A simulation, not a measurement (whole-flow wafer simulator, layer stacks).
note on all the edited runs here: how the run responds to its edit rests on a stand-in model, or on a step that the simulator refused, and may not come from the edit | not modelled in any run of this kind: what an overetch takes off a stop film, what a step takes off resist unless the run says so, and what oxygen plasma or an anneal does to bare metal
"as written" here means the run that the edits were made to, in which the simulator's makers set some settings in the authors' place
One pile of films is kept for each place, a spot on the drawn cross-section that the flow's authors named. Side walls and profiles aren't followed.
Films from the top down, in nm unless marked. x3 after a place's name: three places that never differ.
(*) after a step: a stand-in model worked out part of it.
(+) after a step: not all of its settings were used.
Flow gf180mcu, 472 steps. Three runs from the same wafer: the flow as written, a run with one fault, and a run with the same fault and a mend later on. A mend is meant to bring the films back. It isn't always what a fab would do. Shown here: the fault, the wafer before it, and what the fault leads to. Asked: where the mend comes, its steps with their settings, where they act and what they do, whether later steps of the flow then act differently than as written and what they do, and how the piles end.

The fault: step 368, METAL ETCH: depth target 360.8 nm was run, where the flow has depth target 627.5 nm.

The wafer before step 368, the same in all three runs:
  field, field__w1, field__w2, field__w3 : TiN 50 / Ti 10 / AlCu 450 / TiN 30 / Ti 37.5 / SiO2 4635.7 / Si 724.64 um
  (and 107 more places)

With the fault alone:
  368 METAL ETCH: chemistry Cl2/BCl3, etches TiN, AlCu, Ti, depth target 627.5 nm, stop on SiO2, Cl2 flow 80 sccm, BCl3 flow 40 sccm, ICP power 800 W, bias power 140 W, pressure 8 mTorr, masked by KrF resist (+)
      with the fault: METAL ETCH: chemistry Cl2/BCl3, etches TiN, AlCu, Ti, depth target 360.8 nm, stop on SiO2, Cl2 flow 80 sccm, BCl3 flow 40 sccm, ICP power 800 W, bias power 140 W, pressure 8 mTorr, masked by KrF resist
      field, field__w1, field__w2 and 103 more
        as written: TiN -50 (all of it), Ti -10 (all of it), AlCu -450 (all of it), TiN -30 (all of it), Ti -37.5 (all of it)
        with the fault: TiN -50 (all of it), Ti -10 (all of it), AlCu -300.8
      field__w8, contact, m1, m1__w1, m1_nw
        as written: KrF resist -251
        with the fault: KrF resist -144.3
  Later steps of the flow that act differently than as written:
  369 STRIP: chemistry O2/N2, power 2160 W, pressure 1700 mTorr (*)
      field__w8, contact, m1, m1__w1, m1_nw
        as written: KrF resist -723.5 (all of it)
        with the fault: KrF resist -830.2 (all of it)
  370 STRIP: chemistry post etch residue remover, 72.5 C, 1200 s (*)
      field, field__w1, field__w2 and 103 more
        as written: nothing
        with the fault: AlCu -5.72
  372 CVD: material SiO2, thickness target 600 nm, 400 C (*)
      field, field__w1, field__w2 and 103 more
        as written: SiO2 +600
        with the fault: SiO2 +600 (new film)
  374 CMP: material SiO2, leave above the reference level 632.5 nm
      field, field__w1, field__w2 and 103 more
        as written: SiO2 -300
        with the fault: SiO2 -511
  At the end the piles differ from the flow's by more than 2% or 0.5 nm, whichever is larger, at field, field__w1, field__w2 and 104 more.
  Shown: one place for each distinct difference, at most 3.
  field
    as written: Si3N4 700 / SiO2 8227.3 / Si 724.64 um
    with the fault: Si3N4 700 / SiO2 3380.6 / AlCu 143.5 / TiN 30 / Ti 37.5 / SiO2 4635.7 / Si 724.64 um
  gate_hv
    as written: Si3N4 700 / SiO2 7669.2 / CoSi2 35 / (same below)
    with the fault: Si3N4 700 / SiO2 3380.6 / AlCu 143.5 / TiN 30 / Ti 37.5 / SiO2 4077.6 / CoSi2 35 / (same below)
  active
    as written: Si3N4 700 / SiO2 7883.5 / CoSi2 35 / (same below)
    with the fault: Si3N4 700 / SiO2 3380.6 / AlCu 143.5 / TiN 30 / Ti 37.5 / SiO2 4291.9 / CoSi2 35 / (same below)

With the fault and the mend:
  The mend comes after step 370.
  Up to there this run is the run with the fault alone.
  370a DEHYDRATE: 200 C, 60 s (the flow's step 361 once more)
      changes no film at any place that is followed
  370b HMDS: 120 C, 60 s (the flow's step 362 once more)
      changes no film at any place that is followed
  370c COAT: KrF resist, thickness 1000 nm (*) (the flow's step 363 once more)
      iso_ptap_pw, iso_ntap_nw, iso_nw_fld and 33 more
        KrF resist +1000 (new film)
      field_sub__w2, field_sub__w4, gate and 10 more
        KrF resist +1002.3 (new film)
      p_well, sti, spacer and 7 more
        KrF resist +1002.5 (new film)
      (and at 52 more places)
  370d SOFTBAKE: KrF resist (the flow's step 364 once more)
      changes no film at any place that is followed
  370e EXPOSE: photomask Metal4 (the flow's step 365 once more)
      changes no film at any place that is followed
  370f PEB: KrF resist, 135 C, 90 s (the flow's step 366 once more)
      field__w1, field__w2, field__w3 and 58 more
        KrF resist -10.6
      iso_ptap_pw, iso_ntap_nw, iso_nw_fld and 33 more
        KrF resist -10.5
      sd_p, gate_p, nw_sep_fld, polyc_n
        KrF resist -10.7
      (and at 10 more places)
  370g DEVELOP: thickness 1000 nm, 60 s (the flow's step 367 once more)
      iso_ptap_pw, iso_ntap_nw, iso_nw_fld and 33 more
        KrF resist -989.5 (all of it)
      field_sub__w2, field_sub__w4, active and 10 more
        KrF resist -991.7 (all of it)
      field__w5, field__w9, field_sub__w1 and 7 more
        KrF resist -991.8 (all of it)
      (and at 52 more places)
  370h METAL ETCH: chemistry Cl2/BCl3, etches TiN, AlCu, Ti, depth target 266.7 nm, stop on SiO2, Cl2 flow 80 sccm, BCl3 flow 40 sccm, ICP power 800 W, bias power 140 W, pressure 8 mTorr, masked by KrF resist (+) (the flow's step 368 once more, with other settings)
      field, field__w1, field__w2 and 103 more
        AlCu -143.5 (all of it), TiN -30 (all of it), Ti -37.5 (all of it)
      field__w8, contact, m1, m1__w1, m1_nw
        KrF resist -106.7
  370i STRIP: chemistry O2/N2, power 2160 W, pressure 1700 mTorr (*) (the flow's step 369 once more)
      field__w8
        KrF resist -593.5 (all of it)
      contact
        KrF resist -591.6 (all of it)
      m1
        KrF resist -593.7 (all of it)
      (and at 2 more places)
  370j STRIP: chemistry post etch residue remover, 72.5 C, 1200 s (*) (the flow's step 370 once more)
      field__w8, contact, m1, m1__w1, m1_nw
        TiN -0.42
  No later step of the flow acts differently than as written, at any place that is followed, by more than 2% or 0.5 nm, whichever is larger.
  At the end the piles differ from the flow's only slightly at the places that both follow, by at most 2% or 0.5 nm, whichever is larger.
